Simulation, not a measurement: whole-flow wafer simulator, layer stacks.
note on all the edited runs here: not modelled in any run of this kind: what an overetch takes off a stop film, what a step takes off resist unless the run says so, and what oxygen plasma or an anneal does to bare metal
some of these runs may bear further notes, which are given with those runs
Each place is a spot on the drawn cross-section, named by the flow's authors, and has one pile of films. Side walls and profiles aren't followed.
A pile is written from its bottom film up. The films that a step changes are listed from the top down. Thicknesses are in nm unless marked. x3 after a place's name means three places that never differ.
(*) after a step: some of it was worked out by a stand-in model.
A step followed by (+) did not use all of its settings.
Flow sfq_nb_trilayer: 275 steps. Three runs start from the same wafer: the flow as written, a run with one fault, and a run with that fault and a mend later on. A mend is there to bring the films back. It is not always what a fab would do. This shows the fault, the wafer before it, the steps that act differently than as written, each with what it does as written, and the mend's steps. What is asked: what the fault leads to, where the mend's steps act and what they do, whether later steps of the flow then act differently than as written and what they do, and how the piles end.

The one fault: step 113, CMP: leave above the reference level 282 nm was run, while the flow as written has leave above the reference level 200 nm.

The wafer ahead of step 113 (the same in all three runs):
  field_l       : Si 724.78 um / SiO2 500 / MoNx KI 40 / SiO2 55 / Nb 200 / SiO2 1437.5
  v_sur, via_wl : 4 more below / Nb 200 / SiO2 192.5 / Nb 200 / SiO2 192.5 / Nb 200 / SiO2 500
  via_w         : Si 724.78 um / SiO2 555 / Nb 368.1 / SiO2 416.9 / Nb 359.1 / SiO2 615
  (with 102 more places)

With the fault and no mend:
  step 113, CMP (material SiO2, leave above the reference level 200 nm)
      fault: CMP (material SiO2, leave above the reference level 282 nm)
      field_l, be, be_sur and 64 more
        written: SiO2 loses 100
        fault: SiO2 loses 18
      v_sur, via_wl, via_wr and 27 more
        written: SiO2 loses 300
        fault: SiO2 loses 218
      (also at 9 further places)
  Steps further on in the flow that do not act as written (not shown: 4 more steps that differ only slightly, by at most 2% or 0.5 nm, whichever is larger):
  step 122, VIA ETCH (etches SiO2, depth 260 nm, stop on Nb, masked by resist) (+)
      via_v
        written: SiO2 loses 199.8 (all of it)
        fault: SiO2 loses 260
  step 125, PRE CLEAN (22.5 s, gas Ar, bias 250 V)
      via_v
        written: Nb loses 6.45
        fault: SiO2 loses 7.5
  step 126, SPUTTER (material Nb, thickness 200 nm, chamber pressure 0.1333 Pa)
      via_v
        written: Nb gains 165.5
        fault: Nb gains 152.6 (new film)
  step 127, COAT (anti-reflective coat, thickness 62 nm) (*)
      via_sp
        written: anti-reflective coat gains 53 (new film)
        fault: anti-reflective coat gains 50.1 (new film)
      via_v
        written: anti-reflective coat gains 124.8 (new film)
        fault: anti-reflective coat gains 128.6 (new film)
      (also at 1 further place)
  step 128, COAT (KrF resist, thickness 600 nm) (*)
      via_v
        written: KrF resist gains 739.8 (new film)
        fault: KrF resist gains 797.5 (new film)
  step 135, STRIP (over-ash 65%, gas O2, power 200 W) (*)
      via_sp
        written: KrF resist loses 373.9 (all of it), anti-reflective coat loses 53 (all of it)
        fault: KrF resist loses 369.8 (all of it), anti-reflective coat loses 50.1 (all of it)
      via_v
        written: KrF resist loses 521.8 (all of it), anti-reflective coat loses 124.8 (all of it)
        fault: KrF resist loses 579.3 (all of it), anti-reflective coat loses 128.6 (all of it)
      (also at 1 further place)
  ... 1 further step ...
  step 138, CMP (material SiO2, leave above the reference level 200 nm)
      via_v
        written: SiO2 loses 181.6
        fault: SiO2 loses 157.1
  At field_l, v_sur, via_wl and 103 more, the piles at the end differ from the flow's by more than 2% or 0.5 nm, whichever is larger.
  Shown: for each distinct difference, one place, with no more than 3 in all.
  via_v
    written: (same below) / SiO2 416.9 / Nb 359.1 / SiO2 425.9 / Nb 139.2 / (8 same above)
    fault: (same below) / SiO2 416.9 / Nb 200 / SiO2 14.3 / Nb 152.6 / SiO2 500.1 / Nb 139.2 / (8 same above)
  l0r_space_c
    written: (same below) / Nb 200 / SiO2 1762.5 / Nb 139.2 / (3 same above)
    fault: (same below) / Nb 200 / SiO2 1844.5 / Nb 139.2 / (3 same above)
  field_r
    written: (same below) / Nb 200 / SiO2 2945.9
    fault: (same below) / Nb 200 / SiO2 3027.9

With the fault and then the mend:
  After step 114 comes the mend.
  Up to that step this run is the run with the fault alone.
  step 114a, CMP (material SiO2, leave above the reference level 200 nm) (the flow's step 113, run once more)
      field_l, v_sur, via_wl and 103 more
        SiO2 loses 82
  Later steps of the flow that are run all act as written at every place that is followed.
  The piles end the same as the flow's at every place that both follow.
